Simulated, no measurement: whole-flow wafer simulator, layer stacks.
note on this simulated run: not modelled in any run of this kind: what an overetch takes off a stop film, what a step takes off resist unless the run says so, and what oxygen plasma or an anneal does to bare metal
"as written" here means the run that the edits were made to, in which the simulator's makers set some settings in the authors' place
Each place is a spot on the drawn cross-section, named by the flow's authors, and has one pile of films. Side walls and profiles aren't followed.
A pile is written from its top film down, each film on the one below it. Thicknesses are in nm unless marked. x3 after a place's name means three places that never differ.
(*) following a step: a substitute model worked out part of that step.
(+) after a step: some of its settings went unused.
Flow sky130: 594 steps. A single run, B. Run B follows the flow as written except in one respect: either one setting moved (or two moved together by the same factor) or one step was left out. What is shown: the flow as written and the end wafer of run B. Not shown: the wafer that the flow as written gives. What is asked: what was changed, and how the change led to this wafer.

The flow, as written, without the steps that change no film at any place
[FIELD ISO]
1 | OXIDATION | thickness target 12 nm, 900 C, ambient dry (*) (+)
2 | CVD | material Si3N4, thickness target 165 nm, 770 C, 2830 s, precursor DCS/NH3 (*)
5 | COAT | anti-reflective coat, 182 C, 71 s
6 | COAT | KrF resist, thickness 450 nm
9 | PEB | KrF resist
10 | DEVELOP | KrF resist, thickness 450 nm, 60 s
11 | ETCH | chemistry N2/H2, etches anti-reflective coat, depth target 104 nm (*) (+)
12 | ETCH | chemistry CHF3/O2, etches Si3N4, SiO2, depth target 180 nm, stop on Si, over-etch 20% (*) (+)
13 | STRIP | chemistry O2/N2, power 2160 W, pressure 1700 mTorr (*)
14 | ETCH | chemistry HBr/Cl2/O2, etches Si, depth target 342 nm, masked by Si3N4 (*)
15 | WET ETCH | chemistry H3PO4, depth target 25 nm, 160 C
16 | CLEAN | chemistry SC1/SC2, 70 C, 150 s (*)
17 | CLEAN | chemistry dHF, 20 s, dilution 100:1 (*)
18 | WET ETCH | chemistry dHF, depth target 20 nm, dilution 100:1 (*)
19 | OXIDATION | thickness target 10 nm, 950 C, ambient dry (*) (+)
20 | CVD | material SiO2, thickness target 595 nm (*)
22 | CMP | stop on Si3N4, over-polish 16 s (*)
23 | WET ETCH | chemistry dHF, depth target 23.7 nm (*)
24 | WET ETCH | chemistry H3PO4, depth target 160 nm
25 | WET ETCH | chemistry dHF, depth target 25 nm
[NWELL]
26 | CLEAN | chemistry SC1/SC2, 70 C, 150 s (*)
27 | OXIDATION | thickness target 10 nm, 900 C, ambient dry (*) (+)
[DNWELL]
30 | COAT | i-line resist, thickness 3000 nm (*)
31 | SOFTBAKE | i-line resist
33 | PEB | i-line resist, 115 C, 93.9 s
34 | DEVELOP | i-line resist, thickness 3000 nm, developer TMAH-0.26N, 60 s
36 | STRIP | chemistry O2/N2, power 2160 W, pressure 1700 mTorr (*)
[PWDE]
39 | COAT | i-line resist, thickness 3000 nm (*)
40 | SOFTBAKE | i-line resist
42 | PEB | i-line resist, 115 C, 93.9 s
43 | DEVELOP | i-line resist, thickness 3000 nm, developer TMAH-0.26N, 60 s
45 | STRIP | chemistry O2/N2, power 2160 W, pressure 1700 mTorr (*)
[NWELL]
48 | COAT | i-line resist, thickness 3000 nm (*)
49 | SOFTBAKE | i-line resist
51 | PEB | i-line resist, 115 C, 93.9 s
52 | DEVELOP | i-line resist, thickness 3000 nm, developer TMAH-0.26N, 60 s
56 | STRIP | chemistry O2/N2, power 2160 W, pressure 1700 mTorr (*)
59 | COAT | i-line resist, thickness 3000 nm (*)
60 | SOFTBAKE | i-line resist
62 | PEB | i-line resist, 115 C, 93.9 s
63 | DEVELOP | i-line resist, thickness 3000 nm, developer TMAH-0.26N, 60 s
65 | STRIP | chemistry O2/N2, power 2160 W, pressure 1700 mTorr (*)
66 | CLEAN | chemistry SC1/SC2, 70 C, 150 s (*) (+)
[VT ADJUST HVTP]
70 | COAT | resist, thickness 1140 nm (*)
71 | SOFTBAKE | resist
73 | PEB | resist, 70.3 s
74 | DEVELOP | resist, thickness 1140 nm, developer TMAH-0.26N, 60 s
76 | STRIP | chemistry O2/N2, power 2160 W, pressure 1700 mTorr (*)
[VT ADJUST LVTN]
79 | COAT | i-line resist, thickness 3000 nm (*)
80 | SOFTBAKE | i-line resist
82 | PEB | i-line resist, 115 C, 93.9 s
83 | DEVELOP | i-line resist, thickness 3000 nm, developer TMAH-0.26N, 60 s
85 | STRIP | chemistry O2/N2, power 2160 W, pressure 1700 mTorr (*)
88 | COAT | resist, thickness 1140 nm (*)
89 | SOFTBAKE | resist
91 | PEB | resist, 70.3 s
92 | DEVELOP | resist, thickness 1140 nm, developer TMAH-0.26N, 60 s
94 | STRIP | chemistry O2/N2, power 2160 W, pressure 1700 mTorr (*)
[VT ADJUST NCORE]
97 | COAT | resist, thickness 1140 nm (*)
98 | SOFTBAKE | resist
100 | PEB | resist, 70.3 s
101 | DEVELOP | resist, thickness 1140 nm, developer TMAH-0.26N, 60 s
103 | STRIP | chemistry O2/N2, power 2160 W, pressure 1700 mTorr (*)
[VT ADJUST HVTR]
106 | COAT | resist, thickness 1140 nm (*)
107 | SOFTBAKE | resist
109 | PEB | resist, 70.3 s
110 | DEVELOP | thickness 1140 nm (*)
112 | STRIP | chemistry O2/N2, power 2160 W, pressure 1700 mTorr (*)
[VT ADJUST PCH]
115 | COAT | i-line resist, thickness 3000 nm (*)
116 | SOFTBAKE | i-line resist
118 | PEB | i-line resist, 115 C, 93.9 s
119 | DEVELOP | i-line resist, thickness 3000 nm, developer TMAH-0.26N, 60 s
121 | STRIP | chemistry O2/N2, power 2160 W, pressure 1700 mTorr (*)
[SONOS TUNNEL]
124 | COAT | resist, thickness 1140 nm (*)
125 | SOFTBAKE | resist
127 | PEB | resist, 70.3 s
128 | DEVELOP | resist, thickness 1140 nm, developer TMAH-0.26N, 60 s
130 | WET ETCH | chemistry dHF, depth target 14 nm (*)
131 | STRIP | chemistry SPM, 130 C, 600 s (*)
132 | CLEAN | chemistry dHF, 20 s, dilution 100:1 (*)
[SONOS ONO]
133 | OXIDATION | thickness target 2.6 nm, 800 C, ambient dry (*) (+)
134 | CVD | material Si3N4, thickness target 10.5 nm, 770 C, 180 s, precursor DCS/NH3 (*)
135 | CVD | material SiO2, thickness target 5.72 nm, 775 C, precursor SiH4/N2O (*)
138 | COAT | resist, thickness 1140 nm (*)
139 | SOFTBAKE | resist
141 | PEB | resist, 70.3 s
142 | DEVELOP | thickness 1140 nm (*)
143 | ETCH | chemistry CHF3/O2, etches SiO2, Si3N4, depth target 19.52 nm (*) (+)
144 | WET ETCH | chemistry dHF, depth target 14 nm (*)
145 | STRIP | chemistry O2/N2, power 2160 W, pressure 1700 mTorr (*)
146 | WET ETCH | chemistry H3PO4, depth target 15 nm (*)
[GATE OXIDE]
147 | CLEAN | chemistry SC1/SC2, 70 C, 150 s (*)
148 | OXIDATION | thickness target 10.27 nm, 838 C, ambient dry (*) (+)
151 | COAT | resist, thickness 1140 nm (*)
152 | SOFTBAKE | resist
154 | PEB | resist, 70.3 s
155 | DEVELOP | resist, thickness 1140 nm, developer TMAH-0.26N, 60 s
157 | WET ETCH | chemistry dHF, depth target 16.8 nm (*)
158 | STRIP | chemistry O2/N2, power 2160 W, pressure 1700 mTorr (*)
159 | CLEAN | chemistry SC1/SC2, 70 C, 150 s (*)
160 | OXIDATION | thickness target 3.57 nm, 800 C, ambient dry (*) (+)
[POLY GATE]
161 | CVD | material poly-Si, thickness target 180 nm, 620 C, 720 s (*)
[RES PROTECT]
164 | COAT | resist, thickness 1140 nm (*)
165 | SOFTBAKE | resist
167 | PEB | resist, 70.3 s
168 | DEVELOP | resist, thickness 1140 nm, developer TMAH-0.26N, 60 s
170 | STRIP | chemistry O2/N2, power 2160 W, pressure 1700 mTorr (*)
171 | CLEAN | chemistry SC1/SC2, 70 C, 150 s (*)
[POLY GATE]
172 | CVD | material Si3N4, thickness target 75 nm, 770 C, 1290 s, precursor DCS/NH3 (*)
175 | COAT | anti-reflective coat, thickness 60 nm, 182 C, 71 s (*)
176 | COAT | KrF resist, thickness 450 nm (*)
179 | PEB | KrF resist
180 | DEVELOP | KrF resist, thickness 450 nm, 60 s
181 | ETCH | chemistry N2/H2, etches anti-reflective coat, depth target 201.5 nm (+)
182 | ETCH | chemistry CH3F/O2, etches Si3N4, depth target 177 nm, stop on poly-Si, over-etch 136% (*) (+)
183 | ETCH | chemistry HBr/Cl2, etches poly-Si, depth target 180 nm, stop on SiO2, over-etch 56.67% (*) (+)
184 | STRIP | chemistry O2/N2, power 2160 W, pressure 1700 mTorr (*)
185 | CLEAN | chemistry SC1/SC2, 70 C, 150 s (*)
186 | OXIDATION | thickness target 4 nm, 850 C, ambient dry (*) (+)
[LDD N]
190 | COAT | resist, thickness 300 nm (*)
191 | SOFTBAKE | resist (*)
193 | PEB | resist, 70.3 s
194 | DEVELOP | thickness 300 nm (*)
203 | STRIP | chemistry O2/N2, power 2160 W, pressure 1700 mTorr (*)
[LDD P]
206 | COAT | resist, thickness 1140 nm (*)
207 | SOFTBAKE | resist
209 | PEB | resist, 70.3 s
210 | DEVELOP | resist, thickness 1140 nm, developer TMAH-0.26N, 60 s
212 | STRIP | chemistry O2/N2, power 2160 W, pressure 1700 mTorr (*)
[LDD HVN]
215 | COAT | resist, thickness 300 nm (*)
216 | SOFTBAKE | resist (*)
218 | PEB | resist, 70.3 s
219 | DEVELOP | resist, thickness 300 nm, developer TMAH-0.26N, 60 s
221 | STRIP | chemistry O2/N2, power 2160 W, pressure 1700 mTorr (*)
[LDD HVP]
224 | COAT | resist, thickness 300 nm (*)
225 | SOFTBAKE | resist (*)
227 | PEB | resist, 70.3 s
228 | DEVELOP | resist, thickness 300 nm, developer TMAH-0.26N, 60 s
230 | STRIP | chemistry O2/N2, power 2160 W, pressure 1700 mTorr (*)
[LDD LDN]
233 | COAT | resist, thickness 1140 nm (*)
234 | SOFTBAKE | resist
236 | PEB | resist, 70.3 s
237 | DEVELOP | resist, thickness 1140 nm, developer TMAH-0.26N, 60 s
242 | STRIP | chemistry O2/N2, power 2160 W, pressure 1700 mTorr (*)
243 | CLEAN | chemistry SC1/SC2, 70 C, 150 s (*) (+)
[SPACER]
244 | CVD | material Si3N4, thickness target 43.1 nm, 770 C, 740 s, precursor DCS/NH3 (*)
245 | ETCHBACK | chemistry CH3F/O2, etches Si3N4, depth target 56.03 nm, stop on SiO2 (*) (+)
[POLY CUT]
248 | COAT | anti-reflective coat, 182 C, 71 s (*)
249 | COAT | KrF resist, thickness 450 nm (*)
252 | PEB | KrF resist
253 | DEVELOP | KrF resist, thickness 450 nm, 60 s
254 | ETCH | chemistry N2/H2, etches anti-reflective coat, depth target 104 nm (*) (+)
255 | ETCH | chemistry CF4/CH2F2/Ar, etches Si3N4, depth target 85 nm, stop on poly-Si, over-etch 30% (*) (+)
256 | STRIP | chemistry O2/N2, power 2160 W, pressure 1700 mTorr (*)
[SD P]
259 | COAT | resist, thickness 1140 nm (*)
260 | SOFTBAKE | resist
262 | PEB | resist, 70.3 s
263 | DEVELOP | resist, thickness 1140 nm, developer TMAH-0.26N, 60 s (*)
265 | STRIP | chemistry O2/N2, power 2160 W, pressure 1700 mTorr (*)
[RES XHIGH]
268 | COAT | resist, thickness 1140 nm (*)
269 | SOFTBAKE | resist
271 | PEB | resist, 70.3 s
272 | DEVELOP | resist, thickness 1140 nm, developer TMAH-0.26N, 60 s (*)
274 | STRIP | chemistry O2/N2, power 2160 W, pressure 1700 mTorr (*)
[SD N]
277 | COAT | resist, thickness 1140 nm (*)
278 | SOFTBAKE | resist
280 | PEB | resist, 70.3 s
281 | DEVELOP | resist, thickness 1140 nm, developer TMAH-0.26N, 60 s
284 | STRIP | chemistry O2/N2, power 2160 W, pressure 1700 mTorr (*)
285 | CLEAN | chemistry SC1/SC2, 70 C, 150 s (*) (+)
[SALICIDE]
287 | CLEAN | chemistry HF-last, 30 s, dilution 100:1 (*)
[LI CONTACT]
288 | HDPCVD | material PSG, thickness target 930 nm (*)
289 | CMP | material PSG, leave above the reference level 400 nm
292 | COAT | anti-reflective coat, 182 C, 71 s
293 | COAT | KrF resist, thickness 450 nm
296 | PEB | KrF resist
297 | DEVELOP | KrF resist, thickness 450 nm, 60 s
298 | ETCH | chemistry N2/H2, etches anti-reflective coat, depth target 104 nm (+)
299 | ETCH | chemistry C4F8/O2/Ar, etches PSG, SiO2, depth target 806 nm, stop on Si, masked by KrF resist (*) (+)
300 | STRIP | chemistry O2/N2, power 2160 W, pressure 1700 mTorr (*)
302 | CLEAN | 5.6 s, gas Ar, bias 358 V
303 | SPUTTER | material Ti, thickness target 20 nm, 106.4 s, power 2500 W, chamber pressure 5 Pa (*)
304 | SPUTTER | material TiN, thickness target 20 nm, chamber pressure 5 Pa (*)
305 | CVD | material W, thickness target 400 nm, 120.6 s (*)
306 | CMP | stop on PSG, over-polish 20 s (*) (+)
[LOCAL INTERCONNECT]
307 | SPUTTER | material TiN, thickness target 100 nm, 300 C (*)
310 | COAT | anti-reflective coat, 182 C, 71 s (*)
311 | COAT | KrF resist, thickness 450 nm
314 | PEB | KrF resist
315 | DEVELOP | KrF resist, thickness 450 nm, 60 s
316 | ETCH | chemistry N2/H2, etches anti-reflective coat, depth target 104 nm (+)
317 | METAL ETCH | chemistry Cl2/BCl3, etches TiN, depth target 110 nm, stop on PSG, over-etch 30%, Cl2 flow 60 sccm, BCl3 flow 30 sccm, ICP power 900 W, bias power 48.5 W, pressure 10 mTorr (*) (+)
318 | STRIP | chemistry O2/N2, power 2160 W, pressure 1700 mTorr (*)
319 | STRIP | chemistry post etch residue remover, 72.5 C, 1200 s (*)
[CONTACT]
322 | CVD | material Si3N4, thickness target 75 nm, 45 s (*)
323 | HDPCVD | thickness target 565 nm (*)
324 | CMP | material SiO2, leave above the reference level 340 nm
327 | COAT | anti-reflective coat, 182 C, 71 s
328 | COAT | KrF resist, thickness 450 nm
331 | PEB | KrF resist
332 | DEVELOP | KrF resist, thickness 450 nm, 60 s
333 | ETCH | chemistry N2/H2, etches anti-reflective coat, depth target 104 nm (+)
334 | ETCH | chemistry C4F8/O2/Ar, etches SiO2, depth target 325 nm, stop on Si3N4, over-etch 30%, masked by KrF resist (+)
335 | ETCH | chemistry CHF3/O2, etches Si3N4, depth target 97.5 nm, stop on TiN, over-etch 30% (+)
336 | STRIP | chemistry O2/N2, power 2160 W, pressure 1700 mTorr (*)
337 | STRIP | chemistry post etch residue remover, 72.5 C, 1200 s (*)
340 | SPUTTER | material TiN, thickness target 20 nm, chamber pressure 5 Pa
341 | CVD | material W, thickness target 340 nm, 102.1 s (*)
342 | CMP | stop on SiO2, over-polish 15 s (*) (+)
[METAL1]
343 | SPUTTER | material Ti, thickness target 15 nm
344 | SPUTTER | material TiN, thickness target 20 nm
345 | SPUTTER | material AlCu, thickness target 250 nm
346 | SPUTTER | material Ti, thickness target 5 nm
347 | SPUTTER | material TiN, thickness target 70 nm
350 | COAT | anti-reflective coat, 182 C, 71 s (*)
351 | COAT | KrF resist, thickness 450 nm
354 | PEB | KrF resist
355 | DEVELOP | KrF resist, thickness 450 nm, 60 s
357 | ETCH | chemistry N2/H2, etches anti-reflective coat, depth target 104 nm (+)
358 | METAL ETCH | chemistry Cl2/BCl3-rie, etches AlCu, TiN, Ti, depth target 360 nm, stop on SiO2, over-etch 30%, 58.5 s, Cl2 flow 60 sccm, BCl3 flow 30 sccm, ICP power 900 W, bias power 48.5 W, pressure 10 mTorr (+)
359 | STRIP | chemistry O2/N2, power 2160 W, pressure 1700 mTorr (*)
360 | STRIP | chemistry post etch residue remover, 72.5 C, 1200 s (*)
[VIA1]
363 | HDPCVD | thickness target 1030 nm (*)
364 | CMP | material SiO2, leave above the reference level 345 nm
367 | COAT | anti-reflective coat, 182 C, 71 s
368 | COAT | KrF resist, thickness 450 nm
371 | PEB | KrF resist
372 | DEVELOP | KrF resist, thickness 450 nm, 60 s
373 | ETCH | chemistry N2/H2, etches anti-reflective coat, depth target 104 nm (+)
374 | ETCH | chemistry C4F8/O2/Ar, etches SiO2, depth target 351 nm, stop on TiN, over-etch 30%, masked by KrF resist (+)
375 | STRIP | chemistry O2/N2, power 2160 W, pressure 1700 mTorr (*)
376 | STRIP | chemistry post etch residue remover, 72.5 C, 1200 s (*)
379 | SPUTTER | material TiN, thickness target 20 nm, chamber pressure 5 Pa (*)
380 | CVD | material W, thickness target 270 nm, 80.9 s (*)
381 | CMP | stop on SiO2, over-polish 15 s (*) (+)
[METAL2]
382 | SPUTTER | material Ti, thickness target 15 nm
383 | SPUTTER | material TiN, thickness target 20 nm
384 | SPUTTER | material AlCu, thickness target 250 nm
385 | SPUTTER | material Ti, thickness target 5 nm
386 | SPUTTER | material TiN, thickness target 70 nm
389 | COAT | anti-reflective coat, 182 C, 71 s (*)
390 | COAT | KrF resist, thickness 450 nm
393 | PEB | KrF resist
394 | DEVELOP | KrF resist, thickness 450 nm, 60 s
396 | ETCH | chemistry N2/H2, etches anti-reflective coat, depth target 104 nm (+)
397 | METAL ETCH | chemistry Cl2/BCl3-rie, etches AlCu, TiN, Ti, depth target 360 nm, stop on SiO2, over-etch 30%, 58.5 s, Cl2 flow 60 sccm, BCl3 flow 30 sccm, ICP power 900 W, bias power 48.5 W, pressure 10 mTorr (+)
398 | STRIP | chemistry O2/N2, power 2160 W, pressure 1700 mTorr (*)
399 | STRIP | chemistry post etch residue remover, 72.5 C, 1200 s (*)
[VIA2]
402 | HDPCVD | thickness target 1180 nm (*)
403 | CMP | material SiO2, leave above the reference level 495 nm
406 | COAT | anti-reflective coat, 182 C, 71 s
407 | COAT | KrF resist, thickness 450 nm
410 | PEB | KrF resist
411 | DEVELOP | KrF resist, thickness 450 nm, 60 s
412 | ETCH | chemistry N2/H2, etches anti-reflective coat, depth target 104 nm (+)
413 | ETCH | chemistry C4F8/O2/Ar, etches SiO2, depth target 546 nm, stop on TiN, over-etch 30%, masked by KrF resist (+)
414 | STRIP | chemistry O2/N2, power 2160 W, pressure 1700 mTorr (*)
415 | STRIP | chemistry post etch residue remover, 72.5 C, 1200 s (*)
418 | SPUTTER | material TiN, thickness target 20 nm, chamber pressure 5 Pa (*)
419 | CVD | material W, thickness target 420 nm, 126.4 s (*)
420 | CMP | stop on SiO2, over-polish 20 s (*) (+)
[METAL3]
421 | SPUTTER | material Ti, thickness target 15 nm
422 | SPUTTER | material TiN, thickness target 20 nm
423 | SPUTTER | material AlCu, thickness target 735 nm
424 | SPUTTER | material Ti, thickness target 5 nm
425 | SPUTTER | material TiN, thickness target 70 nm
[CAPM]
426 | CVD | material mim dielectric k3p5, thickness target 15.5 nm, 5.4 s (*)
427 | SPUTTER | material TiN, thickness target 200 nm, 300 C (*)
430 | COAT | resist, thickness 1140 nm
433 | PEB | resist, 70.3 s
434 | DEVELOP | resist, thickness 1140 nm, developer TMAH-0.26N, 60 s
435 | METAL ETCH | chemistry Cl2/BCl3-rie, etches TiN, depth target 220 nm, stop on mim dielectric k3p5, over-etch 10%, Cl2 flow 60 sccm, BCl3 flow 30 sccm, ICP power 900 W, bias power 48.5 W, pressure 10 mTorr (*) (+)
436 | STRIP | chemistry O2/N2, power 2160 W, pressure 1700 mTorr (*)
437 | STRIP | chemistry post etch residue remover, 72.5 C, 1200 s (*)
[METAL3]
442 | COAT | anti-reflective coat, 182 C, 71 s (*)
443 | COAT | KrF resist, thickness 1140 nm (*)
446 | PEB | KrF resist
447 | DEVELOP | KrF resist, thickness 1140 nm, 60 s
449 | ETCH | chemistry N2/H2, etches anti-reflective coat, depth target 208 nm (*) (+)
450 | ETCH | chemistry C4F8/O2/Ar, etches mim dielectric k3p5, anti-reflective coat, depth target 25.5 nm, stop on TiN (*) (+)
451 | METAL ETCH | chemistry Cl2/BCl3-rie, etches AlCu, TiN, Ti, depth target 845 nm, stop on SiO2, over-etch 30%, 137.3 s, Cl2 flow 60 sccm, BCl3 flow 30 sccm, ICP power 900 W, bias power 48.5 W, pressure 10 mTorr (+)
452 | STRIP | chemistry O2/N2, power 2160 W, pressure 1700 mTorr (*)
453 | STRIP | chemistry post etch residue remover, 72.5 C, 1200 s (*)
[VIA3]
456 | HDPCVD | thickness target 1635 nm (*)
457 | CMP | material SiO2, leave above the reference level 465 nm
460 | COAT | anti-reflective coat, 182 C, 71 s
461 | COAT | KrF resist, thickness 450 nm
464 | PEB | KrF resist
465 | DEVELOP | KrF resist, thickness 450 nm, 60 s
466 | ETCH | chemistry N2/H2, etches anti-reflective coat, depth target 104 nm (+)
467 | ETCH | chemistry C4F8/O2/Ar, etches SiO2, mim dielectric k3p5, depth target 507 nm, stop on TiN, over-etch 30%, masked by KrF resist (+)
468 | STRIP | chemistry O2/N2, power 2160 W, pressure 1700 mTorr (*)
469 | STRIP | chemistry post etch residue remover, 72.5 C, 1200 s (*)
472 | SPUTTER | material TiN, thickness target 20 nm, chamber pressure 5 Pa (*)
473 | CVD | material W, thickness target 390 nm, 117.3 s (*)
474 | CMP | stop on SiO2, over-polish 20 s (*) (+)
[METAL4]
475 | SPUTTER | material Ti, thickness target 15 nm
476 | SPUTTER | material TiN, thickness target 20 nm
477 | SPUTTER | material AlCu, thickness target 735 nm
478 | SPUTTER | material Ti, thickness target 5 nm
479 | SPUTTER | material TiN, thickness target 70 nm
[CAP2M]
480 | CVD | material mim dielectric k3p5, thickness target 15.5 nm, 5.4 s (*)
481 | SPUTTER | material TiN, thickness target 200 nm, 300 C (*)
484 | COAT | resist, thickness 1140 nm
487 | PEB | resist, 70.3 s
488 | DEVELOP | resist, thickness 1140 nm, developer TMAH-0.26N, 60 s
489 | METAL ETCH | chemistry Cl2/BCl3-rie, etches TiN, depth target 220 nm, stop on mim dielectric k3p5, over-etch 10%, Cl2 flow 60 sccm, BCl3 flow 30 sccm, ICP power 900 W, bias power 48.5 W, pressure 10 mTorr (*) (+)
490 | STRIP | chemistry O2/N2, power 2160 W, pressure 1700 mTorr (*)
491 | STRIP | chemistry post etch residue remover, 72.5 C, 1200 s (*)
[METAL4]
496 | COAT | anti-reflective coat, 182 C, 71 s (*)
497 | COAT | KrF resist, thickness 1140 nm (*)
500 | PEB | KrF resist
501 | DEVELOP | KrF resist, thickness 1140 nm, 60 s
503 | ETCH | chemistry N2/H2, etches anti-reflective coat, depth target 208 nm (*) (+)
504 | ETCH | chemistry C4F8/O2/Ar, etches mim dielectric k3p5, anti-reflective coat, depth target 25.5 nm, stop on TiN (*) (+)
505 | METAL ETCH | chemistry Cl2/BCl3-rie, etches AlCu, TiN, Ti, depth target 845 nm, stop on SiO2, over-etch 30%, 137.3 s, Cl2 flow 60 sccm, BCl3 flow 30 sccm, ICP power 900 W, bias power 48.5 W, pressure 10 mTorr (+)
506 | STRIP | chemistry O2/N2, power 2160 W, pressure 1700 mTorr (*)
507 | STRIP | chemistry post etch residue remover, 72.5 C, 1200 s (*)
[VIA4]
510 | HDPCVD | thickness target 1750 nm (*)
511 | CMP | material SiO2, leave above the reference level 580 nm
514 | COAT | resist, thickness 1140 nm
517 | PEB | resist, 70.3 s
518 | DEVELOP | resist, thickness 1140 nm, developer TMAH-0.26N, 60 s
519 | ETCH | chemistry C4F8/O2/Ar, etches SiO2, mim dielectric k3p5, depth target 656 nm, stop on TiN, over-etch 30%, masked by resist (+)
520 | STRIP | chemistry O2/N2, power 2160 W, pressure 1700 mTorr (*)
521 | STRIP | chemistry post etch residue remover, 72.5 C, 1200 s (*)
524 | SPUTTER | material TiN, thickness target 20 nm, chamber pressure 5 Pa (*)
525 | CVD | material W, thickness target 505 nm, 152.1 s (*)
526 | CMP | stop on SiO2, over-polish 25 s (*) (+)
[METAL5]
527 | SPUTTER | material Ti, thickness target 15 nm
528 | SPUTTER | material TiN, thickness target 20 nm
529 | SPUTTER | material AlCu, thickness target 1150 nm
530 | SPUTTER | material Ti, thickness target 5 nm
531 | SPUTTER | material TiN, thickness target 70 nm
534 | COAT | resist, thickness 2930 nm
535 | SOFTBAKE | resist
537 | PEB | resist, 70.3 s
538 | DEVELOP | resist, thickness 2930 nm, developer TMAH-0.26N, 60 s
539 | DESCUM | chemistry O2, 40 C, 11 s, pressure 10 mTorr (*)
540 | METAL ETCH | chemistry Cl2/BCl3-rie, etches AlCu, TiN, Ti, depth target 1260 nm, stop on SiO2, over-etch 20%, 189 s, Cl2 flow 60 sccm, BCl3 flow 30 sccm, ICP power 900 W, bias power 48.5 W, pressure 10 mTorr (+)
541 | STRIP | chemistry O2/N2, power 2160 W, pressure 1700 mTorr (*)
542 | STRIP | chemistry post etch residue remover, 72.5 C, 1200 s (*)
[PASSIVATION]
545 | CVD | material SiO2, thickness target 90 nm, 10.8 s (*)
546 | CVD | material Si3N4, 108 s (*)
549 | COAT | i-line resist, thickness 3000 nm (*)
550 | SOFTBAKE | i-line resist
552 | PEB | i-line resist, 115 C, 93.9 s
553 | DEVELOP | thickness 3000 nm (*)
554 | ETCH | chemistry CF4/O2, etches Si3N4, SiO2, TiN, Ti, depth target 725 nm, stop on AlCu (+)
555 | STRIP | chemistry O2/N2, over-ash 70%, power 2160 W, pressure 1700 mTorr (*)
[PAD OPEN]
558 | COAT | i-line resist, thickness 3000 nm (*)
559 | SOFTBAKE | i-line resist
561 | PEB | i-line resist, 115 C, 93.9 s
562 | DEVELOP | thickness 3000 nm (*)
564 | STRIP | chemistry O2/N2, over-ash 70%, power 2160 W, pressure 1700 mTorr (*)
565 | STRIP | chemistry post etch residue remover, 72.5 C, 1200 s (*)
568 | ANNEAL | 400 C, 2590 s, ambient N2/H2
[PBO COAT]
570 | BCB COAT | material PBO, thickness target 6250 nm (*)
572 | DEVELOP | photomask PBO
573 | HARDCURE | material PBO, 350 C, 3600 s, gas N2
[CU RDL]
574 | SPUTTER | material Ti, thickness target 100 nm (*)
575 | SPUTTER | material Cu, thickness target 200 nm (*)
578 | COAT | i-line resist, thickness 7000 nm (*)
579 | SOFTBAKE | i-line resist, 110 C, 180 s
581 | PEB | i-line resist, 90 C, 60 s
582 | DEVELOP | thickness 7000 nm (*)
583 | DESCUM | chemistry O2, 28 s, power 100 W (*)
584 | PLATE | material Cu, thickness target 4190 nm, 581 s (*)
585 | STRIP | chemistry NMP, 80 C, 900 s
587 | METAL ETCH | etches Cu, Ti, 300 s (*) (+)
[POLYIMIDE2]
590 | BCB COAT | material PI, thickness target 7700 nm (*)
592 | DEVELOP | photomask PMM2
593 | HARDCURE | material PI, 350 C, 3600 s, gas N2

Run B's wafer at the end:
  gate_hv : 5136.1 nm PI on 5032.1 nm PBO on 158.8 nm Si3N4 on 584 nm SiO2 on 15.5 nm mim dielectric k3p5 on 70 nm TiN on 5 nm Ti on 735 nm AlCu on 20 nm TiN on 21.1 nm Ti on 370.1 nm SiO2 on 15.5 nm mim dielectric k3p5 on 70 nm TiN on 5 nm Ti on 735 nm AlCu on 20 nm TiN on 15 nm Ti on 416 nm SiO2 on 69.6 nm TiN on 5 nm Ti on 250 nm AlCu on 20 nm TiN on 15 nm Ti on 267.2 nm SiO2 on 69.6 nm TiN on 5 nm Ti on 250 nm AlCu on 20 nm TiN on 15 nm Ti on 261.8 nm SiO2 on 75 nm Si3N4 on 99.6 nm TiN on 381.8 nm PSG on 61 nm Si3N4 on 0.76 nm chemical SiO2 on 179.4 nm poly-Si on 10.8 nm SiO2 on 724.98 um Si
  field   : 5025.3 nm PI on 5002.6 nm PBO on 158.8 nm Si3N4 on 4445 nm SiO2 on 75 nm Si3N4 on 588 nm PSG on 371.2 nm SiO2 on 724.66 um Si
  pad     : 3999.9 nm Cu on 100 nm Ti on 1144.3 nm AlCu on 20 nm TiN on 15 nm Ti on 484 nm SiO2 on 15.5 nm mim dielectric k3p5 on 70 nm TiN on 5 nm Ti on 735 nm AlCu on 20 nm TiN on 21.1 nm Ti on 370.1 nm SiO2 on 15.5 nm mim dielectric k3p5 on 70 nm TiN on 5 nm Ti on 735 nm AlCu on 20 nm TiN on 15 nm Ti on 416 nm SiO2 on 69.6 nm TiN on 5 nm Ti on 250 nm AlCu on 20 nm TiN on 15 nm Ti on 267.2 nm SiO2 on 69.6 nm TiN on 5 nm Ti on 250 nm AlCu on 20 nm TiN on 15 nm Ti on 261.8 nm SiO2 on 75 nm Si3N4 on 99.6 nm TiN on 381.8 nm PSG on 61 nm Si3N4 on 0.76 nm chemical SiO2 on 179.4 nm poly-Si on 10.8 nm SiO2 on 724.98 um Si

What caused this: step 475, SPUTTER: thickness target 21.1 nm was run, while the flow as written has thickness target 15 nm.
One can read it off the wafer: gate_hv has Ti 21.1, and step 475 as written asks for 15 nm.

The path from the change to this, step by step:
  475 | SPUTTER | material Ti, thickness target 15 nm
      field, active, n_well and 189 more: Ti gains 21.1 (new film) (it would be, as written: Ti gains 15 (new film))
  505 | METAL ETCH | chemistry Cl2/BCl3-rie, etches AlCu, TiN, Ti, depth target 845 nm, stop on SiO2, over-etch 30%, 137.3 s, Cl2 flow 60 sccm, BCl3 flow 30 sccm, ICP power 900 W, bias power 48.5 W, pressure 10 mTorr (+)
      field, gate, spacer and 68 more: TiN loses 70 (all of it), Ti loses 5 (all of it), AlCu loses 735 (all of it), TiN loses 20 (all of it), Ti loses 21.1 (all of it), SiO2 loses 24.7 (it would be, as written: TiN loses 70 (all of it), Ti loses 5 (all of it), AlCu loses 735 (all of it), TiN loses 20 (all of it), Ti loses 15 (all of it), SiO2 loses 25.4)
      active, vpp_iso1, mim_edge_plate and 14 more: TiN loses 70 (all of it), Ti loses 5 (all of it), AlCu loses 735 (all of it), TiN loses 20 (all of it), Ti loses 21.1 (all of it), SiO2 loses 24.7 (it would be, as written: TiN loses 70 (all of it), Ti loses 5 (all of it), AlCu loses 735 (all of it), TiN loses 20 (all of it), Ti loses 15 (all of it), SiO2 loses 25.3)
